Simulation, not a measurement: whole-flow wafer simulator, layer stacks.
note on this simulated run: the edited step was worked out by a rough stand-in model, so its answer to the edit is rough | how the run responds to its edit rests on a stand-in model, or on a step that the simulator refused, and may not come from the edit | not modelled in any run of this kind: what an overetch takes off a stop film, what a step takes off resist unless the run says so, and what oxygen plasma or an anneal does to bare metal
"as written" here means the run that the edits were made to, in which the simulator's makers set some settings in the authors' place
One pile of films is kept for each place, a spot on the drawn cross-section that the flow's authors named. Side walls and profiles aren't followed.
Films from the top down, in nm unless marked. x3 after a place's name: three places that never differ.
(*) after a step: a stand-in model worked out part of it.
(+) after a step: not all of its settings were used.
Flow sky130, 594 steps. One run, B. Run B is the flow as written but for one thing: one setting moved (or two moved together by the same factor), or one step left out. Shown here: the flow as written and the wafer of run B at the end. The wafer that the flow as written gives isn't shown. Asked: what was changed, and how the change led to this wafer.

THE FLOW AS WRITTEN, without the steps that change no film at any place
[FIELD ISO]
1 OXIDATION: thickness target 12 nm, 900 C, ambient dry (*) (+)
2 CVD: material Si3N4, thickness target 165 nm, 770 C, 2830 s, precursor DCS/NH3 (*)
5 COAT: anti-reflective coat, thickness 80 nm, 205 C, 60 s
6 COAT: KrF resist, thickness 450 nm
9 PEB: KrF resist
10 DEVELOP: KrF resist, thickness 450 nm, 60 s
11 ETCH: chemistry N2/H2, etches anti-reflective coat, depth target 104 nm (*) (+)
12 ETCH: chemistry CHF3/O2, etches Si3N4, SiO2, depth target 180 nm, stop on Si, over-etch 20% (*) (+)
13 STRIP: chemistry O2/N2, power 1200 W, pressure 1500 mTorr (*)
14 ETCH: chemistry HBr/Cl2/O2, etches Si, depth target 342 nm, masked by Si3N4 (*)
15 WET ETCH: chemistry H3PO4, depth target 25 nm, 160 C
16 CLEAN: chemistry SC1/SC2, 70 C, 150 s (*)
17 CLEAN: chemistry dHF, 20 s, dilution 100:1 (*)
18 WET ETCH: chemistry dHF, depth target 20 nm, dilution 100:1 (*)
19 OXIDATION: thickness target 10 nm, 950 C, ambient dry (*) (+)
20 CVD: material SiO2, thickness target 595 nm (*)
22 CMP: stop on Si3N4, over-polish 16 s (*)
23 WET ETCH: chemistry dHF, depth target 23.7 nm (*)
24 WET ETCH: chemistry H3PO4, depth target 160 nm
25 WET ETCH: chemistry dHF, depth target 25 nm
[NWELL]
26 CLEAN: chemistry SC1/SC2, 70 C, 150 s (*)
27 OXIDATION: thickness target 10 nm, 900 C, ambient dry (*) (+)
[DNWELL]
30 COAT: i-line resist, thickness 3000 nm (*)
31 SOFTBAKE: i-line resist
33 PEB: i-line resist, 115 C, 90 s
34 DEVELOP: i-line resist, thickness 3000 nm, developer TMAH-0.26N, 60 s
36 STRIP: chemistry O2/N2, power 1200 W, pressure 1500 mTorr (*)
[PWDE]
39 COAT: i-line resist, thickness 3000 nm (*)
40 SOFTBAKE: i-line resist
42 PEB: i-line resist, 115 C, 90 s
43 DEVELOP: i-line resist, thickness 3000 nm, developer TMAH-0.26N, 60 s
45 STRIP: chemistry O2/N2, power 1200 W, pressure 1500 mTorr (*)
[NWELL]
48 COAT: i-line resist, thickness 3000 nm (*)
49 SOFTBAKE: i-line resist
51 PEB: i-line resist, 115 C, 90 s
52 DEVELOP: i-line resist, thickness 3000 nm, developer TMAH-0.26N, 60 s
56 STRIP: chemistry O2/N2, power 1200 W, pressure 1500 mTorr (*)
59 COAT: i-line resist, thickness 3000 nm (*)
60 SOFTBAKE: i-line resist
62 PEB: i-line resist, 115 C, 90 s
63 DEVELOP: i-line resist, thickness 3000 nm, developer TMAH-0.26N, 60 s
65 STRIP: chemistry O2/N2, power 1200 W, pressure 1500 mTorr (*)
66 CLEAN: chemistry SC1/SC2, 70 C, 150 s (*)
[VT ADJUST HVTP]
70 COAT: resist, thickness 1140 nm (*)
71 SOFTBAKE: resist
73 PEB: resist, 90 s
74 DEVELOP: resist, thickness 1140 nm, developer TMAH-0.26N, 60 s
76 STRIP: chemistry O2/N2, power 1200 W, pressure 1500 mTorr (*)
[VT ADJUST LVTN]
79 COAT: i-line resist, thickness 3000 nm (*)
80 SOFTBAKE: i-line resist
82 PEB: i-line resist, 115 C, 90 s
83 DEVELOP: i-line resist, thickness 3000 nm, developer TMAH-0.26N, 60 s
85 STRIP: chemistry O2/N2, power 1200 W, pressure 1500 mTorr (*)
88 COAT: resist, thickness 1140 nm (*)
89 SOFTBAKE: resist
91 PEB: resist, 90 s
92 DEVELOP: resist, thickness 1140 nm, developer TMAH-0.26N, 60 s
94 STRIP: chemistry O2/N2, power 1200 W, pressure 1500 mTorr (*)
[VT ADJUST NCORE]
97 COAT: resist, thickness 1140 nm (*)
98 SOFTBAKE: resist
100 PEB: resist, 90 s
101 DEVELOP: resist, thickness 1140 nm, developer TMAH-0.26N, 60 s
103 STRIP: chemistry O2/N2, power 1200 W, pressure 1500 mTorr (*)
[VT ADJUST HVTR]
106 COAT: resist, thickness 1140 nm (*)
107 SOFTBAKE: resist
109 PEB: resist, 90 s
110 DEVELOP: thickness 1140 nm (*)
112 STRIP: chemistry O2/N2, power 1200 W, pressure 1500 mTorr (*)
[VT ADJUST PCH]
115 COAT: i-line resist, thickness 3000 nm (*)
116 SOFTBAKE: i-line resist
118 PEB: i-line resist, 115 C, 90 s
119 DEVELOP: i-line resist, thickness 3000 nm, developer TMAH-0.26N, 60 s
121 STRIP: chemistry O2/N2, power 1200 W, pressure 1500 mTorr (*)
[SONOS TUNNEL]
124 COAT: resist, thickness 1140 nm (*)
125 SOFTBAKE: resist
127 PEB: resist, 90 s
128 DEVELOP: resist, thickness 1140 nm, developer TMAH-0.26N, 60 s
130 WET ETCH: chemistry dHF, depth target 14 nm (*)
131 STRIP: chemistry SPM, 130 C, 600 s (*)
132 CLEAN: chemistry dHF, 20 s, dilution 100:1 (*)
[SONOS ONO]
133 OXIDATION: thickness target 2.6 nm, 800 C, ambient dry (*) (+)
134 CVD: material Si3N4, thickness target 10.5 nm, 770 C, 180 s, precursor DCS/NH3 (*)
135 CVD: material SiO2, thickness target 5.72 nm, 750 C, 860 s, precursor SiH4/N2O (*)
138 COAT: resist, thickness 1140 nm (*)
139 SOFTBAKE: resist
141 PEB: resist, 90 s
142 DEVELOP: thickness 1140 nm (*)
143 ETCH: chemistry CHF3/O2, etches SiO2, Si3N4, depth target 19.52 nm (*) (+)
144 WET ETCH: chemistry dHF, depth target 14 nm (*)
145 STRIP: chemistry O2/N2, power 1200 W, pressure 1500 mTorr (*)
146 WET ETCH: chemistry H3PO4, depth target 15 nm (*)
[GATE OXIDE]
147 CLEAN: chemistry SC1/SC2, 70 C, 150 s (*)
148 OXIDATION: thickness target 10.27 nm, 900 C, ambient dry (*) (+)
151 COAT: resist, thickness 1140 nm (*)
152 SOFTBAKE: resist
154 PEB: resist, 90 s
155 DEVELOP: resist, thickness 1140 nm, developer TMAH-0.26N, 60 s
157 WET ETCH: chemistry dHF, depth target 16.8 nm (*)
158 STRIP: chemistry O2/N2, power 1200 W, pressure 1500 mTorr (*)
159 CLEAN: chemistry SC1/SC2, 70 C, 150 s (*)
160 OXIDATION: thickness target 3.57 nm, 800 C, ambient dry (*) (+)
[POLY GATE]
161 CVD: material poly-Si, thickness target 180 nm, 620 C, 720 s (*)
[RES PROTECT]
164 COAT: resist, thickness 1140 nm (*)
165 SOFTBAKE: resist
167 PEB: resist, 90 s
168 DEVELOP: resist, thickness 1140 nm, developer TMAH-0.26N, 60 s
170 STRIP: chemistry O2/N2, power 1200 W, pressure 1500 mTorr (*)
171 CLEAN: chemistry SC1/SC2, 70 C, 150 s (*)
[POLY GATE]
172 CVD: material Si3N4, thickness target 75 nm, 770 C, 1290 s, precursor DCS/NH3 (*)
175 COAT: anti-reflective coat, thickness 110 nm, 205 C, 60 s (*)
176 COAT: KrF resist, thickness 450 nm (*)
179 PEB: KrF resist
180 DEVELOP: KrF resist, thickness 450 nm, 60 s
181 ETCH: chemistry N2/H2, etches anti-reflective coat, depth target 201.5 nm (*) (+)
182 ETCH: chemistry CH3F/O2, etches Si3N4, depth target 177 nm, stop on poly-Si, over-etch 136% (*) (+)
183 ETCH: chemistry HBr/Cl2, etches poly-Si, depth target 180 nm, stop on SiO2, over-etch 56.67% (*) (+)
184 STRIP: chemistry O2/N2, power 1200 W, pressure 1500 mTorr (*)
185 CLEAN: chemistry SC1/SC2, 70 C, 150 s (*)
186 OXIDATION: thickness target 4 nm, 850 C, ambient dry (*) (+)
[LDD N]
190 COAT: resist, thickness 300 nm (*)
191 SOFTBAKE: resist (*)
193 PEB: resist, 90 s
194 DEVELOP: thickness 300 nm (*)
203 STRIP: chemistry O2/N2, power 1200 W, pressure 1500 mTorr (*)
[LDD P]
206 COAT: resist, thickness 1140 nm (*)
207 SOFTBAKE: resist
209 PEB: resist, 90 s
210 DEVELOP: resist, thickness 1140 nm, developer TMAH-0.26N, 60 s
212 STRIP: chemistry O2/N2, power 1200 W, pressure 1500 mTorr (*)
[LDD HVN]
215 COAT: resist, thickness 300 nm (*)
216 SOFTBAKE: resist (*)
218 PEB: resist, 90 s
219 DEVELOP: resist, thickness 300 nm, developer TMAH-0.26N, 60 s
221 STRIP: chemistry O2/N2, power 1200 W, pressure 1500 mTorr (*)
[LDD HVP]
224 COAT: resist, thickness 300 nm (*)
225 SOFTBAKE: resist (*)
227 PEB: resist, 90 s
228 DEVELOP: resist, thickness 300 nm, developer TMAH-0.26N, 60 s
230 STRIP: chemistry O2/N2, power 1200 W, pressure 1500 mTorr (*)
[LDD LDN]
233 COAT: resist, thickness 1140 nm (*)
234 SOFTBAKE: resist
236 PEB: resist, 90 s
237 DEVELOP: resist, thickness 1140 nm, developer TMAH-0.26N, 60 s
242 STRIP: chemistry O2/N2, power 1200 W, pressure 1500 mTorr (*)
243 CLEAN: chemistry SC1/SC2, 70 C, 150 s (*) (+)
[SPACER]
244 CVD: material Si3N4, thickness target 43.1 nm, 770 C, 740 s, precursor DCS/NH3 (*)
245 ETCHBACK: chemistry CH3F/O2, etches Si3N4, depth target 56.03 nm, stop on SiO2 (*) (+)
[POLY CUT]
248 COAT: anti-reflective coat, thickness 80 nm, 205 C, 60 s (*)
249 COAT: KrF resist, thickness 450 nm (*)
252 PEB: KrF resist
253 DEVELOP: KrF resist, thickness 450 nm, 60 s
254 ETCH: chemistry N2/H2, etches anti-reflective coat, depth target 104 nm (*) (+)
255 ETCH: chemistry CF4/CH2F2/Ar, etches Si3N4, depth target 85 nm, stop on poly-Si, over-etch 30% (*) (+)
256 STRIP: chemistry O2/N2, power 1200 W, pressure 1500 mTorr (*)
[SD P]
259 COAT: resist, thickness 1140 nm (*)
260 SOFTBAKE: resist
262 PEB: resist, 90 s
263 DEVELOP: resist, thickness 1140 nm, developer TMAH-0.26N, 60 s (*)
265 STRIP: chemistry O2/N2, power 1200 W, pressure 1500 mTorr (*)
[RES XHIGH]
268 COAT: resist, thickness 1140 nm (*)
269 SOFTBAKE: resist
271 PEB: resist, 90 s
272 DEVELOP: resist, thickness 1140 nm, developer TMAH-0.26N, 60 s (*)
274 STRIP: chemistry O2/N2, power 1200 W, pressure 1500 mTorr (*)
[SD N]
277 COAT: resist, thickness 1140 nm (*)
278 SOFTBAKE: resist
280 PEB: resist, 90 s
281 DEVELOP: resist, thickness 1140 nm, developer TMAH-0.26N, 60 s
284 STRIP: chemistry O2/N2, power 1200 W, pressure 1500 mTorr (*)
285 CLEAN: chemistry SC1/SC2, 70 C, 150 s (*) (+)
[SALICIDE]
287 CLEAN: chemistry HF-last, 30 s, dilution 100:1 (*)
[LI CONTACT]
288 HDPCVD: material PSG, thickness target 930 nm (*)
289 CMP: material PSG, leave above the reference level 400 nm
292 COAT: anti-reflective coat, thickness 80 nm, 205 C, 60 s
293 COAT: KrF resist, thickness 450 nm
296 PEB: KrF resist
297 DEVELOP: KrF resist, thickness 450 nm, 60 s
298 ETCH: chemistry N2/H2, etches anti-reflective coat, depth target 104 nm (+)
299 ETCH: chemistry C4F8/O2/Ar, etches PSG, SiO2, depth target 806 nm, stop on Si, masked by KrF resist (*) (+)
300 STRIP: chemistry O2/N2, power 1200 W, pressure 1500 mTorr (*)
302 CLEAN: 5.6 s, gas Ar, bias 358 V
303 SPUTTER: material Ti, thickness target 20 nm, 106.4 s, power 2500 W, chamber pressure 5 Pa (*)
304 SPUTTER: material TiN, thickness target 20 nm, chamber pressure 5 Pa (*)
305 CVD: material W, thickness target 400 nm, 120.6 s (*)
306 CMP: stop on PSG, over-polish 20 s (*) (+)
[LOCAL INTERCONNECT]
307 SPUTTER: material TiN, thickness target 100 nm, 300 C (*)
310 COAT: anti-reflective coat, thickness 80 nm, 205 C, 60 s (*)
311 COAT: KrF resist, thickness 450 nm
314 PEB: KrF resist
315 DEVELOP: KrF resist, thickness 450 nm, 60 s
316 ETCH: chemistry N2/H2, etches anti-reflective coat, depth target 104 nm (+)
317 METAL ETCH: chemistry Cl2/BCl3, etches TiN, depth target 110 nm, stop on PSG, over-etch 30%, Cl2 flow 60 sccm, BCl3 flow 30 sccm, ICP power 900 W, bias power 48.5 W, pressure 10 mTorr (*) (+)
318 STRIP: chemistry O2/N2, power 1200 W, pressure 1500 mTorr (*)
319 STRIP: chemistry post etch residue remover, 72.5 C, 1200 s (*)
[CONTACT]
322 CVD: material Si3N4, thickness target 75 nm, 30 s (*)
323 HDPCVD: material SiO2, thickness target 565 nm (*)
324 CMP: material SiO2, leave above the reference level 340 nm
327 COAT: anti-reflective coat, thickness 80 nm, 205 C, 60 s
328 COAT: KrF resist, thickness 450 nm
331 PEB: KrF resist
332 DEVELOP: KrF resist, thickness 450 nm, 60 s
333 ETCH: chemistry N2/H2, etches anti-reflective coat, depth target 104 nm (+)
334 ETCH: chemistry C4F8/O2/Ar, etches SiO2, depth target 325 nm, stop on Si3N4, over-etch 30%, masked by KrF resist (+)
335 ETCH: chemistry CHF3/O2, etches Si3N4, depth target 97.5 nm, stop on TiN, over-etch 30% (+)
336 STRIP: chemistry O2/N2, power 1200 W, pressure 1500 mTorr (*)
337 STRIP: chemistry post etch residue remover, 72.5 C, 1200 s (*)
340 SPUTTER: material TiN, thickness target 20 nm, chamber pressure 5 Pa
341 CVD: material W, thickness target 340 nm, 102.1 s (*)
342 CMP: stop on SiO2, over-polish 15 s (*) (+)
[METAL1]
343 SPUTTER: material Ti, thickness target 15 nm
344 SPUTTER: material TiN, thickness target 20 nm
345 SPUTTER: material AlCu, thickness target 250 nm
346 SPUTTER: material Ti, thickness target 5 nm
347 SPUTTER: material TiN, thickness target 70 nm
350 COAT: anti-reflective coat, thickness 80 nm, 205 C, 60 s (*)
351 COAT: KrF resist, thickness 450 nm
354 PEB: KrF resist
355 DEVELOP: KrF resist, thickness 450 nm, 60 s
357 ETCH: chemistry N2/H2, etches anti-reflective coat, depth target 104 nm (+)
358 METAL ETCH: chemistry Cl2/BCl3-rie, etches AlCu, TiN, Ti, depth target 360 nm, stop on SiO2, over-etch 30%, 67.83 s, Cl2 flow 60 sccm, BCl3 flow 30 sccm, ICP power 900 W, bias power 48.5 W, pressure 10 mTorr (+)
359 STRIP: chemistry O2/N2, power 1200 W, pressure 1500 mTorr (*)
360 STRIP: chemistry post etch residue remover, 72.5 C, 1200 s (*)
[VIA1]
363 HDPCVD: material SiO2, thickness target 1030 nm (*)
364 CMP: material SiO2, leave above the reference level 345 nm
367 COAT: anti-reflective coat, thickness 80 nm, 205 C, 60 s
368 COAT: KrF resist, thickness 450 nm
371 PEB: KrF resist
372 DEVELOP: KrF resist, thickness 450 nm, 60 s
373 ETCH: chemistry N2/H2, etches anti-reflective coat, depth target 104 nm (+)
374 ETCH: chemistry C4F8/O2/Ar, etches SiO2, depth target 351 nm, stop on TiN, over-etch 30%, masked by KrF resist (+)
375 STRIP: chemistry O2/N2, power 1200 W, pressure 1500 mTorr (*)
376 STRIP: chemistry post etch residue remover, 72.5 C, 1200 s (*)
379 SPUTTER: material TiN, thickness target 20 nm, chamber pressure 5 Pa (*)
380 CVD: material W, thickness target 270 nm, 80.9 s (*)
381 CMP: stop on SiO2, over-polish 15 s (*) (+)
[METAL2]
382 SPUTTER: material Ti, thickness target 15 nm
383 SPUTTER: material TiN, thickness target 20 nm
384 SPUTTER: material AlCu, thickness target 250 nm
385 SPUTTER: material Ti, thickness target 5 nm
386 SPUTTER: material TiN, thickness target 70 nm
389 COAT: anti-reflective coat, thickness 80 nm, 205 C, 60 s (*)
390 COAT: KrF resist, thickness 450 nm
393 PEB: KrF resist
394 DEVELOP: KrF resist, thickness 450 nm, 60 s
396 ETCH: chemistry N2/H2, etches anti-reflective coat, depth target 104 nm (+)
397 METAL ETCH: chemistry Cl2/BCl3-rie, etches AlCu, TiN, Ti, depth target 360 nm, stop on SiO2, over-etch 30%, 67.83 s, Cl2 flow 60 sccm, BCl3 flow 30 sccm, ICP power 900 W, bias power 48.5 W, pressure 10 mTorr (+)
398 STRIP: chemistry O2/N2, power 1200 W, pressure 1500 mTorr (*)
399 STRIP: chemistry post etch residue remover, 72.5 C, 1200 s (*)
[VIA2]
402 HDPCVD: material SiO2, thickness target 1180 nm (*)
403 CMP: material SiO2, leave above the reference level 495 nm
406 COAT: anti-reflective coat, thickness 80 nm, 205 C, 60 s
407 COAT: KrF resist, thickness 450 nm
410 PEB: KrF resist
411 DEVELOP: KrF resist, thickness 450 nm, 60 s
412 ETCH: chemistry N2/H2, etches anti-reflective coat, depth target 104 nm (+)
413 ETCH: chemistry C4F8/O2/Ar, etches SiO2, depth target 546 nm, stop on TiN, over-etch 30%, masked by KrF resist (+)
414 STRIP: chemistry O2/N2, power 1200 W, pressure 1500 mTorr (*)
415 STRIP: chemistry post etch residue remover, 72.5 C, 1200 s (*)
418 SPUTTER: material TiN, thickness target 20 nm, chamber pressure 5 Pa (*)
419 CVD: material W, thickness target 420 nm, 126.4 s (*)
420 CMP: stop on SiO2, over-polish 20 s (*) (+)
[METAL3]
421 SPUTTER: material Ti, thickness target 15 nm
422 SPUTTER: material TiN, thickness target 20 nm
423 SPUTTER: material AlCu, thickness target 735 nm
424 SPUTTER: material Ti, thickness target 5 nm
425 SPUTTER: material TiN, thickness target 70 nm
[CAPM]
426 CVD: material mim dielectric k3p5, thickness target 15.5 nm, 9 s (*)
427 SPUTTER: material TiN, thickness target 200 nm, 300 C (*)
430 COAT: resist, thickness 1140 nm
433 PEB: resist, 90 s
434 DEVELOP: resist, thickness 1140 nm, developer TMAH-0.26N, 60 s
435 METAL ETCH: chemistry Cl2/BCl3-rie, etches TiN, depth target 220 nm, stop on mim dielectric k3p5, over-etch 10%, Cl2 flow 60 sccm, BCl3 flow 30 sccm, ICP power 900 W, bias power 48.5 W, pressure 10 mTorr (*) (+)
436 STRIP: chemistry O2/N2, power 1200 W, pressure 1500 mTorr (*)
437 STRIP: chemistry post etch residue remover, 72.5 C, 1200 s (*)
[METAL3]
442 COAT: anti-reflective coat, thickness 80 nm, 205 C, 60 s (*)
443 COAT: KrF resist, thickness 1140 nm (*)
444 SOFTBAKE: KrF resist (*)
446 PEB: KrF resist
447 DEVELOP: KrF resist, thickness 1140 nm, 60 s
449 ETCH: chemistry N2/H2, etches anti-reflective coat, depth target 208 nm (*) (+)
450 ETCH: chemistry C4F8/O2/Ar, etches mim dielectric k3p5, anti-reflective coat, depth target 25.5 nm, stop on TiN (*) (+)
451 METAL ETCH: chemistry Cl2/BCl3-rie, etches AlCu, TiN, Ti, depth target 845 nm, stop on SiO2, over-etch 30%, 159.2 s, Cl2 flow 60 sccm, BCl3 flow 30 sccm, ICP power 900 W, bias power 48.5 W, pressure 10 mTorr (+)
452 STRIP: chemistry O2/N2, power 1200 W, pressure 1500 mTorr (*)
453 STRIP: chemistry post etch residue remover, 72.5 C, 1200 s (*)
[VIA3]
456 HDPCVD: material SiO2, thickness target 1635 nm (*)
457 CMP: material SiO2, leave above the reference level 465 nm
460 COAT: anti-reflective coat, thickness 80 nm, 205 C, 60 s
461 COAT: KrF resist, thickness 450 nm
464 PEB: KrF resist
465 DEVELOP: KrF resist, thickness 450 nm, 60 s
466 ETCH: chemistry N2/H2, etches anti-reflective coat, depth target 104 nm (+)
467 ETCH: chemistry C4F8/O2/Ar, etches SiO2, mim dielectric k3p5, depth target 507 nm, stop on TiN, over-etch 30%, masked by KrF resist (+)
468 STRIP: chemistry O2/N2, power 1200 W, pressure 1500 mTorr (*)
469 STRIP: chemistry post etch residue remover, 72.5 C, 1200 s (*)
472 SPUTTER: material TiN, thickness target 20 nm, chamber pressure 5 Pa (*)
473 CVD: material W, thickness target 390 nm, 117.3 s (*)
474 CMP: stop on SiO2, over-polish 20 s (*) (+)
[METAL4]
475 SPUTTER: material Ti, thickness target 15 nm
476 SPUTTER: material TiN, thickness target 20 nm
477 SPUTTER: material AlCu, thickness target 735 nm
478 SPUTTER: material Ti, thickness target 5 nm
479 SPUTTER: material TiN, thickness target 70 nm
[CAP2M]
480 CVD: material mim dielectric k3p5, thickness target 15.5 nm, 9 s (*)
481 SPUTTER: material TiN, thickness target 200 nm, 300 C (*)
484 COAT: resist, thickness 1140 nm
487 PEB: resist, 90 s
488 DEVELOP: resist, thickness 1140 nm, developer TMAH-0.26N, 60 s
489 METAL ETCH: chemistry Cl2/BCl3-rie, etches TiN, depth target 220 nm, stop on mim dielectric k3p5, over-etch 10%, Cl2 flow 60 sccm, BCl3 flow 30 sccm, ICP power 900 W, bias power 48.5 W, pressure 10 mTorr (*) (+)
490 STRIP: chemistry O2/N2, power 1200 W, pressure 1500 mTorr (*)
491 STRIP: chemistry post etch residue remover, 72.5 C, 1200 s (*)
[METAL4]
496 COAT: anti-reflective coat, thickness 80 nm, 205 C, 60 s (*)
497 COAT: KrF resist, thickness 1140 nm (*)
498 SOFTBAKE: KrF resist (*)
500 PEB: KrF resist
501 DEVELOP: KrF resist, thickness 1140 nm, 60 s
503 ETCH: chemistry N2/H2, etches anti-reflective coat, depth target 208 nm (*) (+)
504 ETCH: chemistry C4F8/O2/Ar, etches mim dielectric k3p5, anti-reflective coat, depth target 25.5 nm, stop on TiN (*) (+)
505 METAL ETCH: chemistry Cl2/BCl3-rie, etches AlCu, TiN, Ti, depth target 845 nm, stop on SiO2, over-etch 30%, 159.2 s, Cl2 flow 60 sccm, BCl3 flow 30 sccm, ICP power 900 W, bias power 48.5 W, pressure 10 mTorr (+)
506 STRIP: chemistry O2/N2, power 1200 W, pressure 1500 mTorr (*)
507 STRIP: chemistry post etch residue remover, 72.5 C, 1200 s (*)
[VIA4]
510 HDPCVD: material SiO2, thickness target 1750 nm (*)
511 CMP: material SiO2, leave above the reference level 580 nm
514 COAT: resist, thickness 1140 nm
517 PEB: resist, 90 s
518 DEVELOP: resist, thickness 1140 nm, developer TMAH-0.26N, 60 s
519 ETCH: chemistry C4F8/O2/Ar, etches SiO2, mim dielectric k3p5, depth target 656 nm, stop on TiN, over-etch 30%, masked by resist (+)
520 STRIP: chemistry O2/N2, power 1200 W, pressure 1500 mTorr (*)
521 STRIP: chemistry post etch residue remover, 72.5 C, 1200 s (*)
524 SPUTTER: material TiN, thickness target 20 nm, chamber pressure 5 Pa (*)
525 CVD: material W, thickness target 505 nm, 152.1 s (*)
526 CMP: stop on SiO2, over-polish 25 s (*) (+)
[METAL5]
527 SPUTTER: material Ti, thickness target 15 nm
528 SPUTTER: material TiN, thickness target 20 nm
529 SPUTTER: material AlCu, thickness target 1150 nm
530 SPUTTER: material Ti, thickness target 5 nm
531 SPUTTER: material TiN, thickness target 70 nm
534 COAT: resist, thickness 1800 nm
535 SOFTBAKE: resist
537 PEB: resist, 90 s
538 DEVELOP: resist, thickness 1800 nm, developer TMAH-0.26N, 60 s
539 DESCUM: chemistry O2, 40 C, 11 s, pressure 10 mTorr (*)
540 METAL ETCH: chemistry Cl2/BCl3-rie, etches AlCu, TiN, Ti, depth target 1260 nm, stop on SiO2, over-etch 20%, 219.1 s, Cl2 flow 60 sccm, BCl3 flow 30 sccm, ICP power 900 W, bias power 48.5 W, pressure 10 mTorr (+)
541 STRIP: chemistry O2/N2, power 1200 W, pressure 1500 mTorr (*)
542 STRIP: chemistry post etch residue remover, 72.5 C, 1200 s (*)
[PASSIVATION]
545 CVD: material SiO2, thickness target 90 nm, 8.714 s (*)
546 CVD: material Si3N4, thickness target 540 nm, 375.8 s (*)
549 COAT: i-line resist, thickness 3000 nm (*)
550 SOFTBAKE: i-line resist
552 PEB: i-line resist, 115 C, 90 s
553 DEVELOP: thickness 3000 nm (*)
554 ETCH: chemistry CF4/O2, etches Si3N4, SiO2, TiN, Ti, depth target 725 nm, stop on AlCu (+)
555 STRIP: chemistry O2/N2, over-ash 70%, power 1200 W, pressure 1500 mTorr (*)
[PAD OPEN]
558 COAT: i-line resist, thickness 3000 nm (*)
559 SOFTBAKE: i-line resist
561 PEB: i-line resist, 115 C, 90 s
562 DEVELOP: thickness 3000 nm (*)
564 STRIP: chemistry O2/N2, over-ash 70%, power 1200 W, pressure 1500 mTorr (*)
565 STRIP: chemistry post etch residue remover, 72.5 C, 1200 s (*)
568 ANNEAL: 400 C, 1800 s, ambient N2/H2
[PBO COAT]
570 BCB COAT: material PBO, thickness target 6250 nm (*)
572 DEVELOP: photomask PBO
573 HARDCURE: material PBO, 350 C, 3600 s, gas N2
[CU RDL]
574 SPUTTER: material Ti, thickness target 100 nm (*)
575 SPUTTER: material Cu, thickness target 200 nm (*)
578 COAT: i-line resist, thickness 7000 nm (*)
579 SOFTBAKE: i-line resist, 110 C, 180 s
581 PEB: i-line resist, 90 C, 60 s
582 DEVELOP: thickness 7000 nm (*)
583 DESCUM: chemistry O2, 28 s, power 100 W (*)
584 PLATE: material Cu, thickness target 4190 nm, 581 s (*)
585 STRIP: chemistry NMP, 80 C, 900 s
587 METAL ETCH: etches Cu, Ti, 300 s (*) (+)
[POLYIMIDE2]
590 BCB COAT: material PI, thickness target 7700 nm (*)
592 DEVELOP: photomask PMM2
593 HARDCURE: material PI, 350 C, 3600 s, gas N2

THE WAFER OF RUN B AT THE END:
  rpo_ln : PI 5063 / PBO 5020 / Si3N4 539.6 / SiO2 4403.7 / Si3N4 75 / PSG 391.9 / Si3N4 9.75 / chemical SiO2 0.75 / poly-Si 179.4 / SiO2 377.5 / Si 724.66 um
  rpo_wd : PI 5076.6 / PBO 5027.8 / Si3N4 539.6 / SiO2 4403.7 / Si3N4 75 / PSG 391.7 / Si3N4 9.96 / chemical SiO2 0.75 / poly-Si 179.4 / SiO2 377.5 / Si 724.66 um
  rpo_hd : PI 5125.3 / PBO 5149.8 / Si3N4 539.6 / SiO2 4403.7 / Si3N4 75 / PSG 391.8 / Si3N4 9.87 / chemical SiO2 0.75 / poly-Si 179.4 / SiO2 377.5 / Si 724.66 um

The cause: step 255, ETCH: depth target 51 nm was run, where the flow has depth target 85 nm.

How the change led to this, step by step:
  255 ETCH: chemistry CF4/CH2F2/Ar, etches Si3N4, depth target 85 nm, stop on poly-Si, over-etch 30% (*) (+)
      rpo_wd, rxpo_wd: Si3N4 -51 (as written it would be: Si3N4 -61.6 (all of it), chemical SiO2 -0.75 (all of it))
      poly_licon: Si3N4 -51 (as written it would be: Si3N4 -61.9 (all of it), chemical SiO2 -0.76 (all of it))
      (and at 187 more places)
  256 STRIP: chemistry O2/N2, power 1200 W, pressure 1500 mTorr (*)
      poly_licon, rpo_ln, rpo_wd, rpo_hd, rpo_hd_licon, rxpo_ln, rxpo_wd: nothing (as written it would be: chemical SiO2 +0.8 (new film), poly-Si -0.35)
      dice_street, dep_dnw_sti, iso_dnw_wall, grade_field_poly, de16_nwb_sti: KrF resist -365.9 (all of it), anti-reflective coat -80 (all of it) (as written it would be: KrF resist -350.7 (all of it), anti-reflective coat -80 (all of it))
      (and at 178 more places)
  287 CLEAN: chemistry HF-last, 30 s, dilution 100:1 (*)
      rpo_ln, rpo_wd, rpo_hd, rpo_hd_licon, rxpo_ln, rxpo_wd: Si3N4 -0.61 (as written it would be: chemical SiO2 -0.77 (all of it))
      poly_licon: Si3N4 -0.61 (as written it would be: chemical SiO2 -0.76 (all of it))
  289 CMP: material PSG, leave above the reference level 400 nm
      poly_licon, rpo_hd_licon: PSG -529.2 (as written it would be: PSG -517.5)
      rpo_hd, rxpo_wd: PSG -528.8 (as written it would be: PSG -517.5)
      (and at 3 more places)
  299 ETCH: chemistry C4F8/O2/Ar, etches PSG, SiO2, depth target 806 nm, stop on Si, masked by KrF resist (*) (+)
      poly_licon: PSG -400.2 (all of it), Si3N4 -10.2 (all of it), chemical SiO2 -0.76 (all of it) (as written it would be: PSG -411.9 (all of it))
      rpo_hd_licon: PSG -400.2 (all of it), Si3N4 -10.2 (all of it), chemical SiO2 -0.75 (all of it) (as written it would be: PSG -411.9 (all of it))
  306 CMP: stop on PSG, over-polish 20 s (*) (+)
      poly_licon: W -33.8 (as written it would be: W -33.1)
